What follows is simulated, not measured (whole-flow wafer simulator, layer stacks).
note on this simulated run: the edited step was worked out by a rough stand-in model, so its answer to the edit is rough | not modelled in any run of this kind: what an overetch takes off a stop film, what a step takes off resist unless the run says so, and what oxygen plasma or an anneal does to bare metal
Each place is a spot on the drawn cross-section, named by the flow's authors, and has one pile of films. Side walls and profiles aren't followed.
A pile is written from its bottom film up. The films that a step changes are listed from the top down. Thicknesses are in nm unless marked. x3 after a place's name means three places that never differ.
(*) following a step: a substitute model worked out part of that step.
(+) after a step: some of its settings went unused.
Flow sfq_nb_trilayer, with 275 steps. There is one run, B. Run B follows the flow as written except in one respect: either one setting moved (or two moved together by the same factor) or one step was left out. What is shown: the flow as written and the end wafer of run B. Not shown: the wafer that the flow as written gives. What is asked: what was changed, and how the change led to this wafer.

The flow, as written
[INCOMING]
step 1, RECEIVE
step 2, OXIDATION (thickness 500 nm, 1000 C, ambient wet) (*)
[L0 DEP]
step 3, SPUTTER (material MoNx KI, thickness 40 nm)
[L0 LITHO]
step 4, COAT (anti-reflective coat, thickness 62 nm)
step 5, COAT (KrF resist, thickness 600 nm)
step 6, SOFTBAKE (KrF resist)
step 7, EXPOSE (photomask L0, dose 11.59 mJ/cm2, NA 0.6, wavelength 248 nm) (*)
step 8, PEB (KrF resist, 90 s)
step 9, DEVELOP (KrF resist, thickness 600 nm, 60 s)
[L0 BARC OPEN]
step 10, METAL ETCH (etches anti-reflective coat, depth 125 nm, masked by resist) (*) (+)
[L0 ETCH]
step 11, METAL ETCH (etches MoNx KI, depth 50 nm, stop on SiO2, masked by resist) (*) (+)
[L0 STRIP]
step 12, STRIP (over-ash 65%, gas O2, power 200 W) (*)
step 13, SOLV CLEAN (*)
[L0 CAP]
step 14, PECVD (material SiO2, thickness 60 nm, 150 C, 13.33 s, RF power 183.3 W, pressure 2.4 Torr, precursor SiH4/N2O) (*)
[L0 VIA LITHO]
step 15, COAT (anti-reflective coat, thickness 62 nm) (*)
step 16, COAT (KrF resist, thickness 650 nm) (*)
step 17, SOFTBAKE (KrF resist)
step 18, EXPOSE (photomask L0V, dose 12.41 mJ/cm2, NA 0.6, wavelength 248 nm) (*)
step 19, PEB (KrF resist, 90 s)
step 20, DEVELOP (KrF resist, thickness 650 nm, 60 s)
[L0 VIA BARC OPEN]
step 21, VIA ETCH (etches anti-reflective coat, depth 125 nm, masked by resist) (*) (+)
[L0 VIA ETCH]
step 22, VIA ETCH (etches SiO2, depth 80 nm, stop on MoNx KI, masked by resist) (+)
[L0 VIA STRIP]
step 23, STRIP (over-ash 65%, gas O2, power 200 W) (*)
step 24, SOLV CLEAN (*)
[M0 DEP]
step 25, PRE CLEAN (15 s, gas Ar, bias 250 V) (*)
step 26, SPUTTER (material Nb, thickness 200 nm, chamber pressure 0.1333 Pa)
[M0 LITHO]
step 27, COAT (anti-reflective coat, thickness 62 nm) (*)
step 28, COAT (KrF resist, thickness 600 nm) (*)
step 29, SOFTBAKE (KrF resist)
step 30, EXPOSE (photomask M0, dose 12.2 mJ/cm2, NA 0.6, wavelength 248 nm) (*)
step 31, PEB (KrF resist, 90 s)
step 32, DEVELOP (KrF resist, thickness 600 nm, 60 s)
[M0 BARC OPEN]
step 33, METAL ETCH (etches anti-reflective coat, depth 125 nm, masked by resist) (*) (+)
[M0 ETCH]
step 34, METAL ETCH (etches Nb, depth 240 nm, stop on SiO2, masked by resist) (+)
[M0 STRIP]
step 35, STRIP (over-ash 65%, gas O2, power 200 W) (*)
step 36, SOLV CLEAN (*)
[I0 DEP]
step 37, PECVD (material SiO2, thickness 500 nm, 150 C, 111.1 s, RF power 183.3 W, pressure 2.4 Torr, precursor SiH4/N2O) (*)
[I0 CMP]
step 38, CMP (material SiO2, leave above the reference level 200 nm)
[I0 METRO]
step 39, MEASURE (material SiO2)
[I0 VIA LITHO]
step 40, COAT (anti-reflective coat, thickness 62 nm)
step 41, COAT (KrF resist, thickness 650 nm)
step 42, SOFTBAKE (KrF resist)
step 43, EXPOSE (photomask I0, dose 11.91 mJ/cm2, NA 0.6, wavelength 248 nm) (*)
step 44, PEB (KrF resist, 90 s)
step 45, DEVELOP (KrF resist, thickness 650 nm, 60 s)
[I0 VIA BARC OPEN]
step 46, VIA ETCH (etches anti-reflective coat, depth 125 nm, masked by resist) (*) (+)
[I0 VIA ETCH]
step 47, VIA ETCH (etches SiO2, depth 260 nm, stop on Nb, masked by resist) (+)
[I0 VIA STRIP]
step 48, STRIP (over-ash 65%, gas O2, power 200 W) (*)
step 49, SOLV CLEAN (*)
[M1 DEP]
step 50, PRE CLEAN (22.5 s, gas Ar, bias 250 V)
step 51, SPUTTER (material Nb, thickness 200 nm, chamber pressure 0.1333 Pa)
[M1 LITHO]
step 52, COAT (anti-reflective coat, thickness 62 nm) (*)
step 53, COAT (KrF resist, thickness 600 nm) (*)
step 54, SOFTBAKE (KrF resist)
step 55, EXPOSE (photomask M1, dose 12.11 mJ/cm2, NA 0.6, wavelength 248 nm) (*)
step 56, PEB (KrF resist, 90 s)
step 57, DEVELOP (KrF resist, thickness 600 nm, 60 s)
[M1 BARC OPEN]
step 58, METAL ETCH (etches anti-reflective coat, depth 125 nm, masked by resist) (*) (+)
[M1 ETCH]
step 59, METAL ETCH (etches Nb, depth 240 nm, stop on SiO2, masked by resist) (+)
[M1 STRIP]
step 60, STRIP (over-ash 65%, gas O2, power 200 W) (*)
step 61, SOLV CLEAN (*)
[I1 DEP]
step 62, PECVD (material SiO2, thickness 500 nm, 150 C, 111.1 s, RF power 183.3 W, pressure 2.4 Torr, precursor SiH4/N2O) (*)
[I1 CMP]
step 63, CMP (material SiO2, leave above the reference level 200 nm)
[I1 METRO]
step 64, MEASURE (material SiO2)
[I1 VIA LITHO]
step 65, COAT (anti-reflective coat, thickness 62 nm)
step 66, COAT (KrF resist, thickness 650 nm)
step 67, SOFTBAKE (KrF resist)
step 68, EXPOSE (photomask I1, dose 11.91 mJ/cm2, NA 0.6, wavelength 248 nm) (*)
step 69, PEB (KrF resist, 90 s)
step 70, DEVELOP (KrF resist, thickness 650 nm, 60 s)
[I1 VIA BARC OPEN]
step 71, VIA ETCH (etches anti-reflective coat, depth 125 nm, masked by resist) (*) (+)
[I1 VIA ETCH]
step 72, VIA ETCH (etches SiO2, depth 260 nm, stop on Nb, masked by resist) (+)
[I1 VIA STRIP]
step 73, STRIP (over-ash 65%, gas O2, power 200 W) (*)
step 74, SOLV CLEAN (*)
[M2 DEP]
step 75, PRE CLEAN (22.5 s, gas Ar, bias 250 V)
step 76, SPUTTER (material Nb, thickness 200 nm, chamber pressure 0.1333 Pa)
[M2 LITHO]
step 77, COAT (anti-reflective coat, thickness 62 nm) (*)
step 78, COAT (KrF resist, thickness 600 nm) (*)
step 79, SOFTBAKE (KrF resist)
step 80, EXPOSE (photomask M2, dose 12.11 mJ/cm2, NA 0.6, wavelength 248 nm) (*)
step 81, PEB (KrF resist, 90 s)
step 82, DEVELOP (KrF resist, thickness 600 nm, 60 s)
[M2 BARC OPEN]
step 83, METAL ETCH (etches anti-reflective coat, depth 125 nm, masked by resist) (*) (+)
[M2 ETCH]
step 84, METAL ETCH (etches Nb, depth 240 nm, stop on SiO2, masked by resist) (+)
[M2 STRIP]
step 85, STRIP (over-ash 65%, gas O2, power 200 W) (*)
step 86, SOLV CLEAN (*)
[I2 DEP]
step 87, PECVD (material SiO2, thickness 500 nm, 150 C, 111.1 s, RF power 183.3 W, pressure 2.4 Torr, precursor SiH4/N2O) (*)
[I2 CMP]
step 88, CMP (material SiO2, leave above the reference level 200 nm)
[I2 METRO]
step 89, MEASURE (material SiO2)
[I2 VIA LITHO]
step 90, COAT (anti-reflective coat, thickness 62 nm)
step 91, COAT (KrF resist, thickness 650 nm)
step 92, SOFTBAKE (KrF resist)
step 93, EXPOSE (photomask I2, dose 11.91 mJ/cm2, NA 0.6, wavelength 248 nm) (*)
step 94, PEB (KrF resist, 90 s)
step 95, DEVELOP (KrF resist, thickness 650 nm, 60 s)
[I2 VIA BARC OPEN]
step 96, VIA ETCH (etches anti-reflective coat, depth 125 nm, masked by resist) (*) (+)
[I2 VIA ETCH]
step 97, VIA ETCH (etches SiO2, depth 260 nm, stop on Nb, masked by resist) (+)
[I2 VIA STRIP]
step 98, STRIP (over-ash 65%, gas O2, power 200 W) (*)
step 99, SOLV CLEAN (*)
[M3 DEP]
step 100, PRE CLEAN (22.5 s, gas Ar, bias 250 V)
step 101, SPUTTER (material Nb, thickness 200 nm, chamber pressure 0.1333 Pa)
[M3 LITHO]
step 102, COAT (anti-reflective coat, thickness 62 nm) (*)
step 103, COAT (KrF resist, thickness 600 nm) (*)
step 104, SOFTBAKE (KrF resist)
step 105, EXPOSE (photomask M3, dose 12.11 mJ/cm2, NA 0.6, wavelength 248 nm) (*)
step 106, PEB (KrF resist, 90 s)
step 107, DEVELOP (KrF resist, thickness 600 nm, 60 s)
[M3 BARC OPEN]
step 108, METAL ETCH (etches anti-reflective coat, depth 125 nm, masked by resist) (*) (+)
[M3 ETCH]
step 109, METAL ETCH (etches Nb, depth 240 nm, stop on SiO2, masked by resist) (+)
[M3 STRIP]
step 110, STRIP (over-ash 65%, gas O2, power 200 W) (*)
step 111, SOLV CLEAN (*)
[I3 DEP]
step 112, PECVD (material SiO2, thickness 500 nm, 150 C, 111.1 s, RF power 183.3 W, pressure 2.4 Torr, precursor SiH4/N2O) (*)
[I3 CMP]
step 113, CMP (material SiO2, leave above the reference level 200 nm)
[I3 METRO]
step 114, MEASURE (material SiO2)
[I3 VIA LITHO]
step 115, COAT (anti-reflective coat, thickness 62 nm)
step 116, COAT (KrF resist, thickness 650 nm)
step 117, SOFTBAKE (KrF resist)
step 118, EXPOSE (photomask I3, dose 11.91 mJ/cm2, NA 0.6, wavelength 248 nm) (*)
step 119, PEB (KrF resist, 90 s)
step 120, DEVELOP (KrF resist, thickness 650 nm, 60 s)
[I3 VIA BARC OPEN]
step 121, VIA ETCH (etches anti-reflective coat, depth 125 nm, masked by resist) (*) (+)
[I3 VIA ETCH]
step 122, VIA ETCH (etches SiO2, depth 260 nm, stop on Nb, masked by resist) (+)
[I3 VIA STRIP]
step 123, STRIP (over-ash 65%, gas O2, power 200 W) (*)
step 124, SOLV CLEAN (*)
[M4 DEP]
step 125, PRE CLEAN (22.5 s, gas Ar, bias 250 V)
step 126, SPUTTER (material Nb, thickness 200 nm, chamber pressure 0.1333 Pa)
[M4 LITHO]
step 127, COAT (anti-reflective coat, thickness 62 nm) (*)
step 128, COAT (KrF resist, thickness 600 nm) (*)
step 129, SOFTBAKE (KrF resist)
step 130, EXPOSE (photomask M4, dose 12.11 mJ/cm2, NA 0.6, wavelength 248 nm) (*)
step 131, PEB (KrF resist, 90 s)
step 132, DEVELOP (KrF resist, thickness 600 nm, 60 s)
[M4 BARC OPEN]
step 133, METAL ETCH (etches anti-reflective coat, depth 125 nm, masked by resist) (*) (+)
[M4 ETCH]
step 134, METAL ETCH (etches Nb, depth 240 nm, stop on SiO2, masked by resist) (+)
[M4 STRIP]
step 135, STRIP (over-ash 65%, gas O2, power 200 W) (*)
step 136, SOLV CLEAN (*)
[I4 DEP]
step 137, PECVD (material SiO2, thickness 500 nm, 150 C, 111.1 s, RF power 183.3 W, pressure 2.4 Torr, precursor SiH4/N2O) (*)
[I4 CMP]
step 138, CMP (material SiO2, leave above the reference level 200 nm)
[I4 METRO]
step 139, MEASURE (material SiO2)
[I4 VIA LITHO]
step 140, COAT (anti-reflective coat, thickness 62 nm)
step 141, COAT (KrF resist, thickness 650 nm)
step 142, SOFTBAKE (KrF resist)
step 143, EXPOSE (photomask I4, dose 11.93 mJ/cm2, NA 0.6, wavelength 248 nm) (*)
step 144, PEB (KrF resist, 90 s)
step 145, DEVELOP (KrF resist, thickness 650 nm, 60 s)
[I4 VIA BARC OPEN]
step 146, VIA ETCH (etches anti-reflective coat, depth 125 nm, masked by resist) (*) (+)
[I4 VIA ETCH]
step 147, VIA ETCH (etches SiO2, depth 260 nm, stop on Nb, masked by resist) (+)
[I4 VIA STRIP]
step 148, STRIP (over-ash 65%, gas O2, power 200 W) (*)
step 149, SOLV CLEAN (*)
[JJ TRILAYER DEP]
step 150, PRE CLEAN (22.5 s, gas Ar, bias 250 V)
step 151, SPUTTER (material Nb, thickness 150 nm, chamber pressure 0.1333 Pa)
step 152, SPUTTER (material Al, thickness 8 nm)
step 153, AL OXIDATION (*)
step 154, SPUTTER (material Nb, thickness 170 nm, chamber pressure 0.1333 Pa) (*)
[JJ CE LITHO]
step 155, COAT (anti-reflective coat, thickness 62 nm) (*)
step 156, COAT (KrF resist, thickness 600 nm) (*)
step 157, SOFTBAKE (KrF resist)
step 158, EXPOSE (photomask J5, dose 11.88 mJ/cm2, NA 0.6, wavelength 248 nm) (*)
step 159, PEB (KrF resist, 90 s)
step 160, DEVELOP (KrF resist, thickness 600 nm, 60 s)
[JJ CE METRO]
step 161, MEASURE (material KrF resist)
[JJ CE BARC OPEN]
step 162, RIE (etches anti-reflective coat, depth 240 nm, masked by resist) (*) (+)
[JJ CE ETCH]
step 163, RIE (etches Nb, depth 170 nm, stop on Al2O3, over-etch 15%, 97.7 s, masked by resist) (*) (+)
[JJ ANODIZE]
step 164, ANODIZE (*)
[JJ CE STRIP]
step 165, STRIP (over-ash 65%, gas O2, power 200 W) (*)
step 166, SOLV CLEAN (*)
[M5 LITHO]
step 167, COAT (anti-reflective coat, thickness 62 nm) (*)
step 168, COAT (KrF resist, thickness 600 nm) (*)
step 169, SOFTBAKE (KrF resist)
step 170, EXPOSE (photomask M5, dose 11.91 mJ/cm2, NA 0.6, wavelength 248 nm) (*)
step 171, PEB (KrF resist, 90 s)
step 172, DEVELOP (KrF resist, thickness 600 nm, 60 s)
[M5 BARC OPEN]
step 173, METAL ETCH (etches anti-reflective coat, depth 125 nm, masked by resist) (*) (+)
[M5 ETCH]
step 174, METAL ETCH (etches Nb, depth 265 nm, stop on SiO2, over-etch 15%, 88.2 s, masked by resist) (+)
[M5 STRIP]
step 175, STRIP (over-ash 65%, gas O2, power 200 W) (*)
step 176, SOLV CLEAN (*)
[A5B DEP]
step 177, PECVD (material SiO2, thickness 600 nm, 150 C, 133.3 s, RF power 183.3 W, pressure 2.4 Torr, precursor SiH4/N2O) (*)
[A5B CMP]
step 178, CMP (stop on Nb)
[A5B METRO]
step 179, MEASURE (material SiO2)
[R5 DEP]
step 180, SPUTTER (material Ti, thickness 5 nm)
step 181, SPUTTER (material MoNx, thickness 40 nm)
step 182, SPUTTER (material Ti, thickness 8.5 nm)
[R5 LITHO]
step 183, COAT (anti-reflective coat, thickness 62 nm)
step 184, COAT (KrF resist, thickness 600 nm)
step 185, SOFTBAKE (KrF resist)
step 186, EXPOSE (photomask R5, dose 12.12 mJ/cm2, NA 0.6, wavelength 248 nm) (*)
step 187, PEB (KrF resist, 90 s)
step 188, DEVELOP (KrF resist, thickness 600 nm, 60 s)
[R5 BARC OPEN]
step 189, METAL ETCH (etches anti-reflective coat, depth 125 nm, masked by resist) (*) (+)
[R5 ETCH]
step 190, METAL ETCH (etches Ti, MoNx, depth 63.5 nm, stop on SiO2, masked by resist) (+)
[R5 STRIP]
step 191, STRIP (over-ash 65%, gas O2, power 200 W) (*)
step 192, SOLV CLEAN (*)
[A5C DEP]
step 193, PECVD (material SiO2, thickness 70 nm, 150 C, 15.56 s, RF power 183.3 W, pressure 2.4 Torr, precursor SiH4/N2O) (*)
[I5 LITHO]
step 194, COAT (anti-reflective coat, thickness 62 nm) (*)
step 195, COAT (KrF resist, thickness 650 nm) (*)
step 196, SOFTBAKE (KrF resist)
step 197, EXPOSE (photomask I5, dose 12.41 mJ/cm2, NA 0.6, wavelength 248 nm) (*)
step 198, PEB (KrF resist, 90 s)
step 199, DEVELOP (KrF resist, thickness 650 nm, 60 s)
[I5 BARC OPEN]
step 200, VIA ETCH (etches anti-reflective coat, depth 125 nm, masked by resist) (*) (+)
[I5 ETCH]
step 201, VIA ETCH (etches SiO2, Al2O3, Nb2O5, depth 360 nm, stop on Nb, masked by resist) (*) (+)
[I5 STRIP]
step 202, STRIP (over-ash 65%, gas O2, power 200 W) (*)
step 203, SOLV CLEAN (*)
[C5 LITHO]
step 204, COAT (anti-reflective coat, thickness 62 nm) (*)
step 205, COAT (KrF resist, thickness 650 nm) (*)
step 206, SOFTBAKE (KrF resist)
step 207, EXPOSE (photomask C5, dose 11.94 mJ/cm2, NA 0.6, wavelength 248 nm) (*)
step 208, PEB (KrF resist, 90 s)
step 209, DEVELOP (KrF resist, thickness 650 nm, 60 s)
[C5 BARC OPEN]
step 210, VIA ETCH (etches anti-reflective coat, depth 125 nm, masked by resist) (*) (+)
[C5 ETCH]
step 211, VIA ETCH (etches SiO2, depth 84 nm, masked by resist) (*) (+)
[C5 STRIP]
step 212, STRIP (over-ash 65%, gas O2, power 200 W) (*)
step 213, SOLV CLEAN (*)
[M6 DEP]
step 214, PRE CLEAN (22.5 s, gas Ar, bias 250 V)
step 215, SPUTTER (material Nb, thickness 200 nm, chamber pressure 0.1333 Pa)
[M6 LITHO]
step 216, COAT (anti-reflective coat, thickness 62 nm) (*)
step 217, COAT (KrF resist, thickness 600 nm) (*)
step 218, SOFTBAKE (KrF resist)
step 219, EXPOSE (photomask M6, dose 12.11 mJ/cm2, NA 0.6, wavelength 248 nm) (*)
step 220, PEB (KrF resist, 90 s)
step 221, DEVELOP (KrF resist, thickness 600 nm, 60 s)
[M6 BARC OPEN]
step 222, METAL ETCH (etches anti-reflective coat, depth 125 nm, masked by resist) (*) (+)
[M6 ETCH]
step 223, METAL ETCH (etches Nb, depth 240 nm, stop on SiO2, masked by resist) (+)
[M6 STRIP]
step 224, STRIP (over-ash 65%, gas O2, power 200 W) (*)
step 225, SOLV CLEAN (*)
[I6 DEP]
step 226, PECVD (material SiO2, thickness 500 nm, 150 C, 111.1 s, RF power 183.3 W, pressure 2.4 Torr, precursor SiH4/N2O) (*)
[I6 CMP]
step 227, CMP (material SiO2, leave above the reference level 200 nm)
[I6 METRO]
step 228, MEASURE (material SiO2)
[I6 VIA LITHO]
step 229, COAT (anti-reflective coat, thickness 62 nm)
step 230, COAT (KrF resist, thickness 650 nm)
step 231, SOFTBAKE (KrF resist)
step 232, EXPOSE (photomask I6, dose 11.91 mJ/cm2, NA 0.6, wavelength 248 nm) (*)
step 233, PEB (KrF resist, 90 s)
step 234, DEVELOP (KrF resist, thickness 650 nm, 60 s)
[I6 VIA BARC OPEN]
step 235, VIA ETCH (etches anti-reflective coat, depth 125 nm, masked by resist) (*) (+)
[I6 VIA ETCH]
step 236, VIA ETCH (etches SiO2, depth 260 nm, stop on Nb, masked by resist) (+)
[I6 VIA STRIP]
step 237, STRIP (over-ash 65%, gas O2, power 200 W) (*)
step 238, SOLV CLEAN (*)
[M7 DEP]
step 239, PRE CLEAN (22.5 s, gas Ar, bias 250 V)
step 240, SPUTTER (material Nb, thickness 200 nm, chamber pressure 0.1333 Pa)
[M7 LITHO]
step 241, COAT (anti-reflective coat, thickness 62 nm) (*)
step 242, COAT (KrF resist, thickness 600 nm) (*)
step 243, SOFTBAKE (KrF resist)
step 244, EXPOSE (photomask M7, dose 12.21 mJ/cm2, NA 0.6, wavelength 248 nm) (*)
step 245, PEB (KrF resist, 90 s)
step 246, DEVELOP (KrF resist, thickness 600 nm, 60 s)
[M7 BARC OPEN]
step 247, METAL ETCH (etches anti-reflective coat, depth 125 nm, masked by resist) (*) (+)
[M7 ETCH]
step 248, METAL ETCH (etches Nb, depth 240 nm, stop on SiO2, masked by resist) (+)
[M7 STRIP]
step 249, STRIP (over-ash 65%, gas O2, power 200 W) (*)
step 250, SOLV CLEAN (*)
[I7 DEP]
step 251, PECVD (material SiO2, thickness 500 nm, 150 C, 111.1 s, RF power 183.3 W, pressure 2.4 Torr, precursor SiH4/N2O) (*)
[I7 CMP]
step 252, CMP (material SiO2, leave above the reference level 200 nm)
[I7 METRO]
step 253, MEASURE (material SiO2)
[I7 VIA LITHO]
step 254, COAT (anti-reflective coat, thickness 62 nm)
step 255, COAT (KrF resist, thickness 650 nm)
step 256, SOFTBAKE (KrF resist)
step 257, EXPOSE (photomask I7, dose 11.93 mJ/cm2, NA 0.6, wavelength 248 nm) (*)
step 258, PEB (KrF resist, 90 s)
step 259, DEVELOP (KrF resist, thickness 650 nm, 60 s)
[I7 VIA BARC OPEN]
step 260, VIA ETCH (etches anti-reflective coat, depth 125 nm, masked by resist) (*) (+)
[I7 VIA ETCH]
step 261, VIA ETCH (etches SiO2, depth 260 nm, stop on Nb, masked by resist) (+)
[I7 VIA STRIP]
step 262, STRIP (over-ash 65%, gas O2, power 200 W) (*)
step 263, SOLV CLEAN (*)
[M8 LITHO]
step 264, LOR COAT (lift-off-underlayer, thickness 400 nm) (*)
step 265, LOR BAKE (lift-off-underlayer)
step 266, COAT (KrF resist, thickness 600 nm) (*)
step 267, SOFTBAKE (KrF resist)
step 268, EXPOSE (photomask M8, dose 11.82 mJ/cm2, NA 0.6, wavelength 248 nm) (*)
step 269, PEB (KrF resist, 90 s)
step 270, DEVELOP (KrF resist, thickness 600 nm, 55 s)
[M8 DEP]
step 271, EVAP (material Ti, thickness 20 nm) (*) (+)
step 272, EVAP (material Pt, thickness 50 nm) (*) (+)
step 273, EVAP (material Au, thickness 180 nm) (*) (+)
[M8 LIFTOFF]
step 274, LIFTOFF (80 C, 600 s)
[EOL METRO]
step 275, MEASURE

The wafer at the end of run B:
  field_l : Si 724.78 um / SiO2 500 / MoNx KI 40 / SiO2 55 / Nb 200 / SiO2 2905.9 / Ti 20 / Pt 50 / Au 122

What caused this: step 273, EVAP: thickness 122 nm was run, whereas the flow has thickness 180 nm.
The wafer itself shows it: field_l has Au 122, and step 273 as written asks for 180 nm.

Step by step, how the change led to this:
  step 273, EVAP (material Au, thickness 180 nm) (*) (+)
      field_l, v_sur, via_wl and 103 more: +122 Au (new film) (it would be, as written: +180 Au (new film))
  step 274, LIFTOFF (80 C, 600 s)
      p4_fl, p4_fm, p4_w1 and 71 more: -122 Au (all of it), -50 Pt (all of it), -20 Ti (all of it), -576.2 KrF resist (all of it), -400 lift-off-underlayer (all of it) (it would be, as written: -180 Au (all of it), -50 Pt (all of it), -20 Ti (all of it), -576.2 KrF resist (all of it), -400 lift-off-underlayer (all of it))
      c5j, ce_r: -122 Au (all of it), -50 Pt (all of it), -20 Ti (all of it), -573.3 KrF resist (all of it), -399.3 lift-off-underlayer (all of it) (it would be, as written: -180 Au (all of it), -50 Pt (all of it), -20 Ti (all of it), -573.3 KrF resist (all of it), -399.3 lift-off-underlayer (all of it))
      (and at 19 other places as well)
